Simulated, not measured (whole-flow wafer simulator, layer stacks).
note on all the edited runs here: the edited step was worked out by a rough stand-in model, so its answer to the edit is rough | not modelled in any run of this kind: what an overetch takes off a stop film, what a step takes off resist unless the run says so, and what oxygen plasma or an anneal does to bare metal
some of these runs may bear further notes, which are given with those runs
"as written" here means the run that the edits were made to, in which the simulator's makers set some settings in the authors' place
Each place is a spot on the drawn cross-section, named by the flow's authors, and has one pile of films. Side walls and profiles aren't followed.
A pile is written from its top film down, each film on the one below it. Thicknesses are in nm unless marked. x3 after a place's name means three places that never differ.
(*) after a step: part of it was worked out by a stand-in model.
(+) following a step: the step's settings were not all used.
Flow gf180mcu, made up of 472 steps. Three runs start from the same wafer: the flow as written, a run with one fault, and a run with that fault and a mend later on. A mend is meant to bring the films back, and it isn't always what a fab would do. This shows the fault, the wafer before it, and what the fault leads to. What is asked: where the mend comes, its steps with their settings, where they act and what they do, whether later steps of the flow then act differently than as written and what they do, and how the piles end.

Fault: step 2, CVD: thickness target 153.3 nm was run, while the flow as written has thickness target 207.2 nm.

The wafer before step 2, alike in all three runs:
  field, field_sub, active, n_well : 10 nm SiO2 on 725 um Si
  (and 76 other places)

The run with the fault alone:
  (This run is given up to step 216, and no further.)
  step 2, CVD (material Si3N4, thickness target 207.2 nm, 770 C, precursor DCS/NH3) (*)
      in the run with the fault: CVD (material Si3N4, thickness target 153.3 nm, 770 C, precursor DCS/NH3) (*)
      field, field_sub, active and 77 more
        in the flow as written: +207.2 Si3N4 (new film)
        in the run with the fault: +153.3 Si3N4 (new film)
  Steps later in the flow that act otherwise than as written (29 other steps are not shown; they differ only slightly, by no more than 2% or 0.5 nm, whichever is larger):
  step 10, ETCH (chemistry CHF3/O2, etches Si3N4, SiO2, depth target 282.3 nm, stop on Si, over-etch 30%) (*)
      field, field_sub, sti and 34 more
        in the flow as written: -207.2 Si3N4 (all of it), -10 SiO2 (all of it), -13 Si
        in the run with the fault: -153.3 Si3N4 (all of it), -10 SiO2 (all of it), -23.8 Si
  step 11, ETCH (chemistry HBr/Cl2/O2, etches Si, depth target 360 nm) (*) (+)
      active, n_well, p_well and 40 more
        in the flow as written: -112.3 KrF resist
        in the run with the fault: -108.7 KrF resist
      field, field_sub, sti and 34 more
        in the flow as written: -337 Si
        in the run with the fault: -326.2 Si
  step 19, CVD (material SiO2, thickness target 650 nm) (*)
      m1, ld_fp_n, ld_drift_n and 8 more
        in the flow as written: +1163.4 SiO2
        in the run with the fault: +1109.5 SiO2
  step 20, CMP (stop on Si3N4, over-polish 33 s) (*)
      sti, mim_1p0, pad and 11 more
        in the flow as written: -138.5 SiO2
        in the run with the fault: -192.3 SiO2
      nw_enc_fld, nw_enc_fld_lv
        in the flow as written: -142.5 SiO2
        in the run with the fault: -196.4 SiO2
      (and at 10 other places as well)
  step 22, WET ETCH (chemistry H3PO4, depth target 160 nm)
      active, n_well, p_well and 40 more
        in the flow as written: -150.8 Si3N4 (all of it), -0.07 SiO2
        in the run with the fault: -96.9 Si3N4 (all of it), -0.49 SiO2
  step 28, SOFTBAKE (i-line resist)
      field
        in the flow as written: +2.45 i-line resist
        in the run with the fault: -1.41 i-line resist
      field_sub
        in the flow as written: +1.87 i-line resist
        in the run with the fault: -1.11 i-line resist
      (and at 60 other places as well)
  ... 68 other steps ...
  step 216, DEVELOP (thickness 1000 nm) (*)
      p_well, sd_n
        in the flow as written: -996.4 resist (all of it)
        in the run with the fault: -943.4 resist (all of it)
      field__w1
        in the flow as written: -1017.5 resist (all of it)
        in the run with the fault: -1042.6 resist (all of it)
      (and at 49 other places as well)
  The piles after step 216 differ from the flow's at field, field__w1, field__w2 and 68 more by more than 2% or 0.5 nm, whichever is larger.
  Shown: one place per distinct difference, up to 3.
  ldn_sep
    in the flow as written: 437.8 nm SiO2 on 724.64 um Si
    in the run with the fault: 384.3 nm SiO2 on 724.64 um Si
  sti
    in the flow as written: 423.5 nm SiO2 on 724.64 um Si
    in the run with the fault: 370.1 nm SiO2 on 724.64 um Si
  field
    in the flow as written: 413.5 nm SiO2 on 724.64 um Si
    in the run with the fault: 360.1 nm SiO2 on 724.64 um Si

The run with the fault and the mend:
  The mend stands after step 9.
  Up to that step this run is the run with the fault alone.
  step 9a, STRIP (chemistry O2/N2, power 2160 W, pressure 1700 mTorr) (*)
      active, n_well, p_well and 40 more
        -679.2 KrF resist (all of it)
  step 9b, CVD (material Si3N4, thickness target 53.86 nm, 770 C, precursor DCS/NH3) (*) (the flow's step 2 again, with other settings)
      field, field_sub, active and 77 more
        +53.9 Si3N4
  step 9c, HMDS (120 C, 60 s) (the flow's step 4 again)
      alters no film at any place that is followed
  step 9d, COAT (KrF resist, thickness 700 nm) (the flow's step 5 again)
      field, field_sub, active and 77 more
        +700 KrF resist (new film)
  step 9e, SOFTBAKE (KrF resist) (the flow's step 6 again)
      alters no film at any place that is followed
  step 9f, EXPOSE (photomask COMP) (the flow's step 7 again)
      alters no film at any place that is followed
  step 9g, PEB (KrF resist, 135 C, 90 s) (the flow's step 8 again)
      field, field_sub, active and 77 more
        -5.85 KrF resist
  step 9h, DEVELOP (thickness 700 nm, 60 s) (the flow's step 9 again)
      active, n_well, p_well and 40 more
        -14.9 KrF resist
      field, field_sub, sti and 34 more
        -694.2 KrF resist (all of it)
  Steps later in the flow that act otherwise than as written (5 other steps are not shown; they differ only slightly, by no more than 2% or 0.5 nm, whichever is larger):
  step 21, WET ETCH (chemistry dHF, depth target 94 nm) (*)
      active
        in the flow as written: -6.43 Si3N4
        in the run with the mend: -4.54 Si3N4
  The piles end the same as the flow's at every place that both follow.
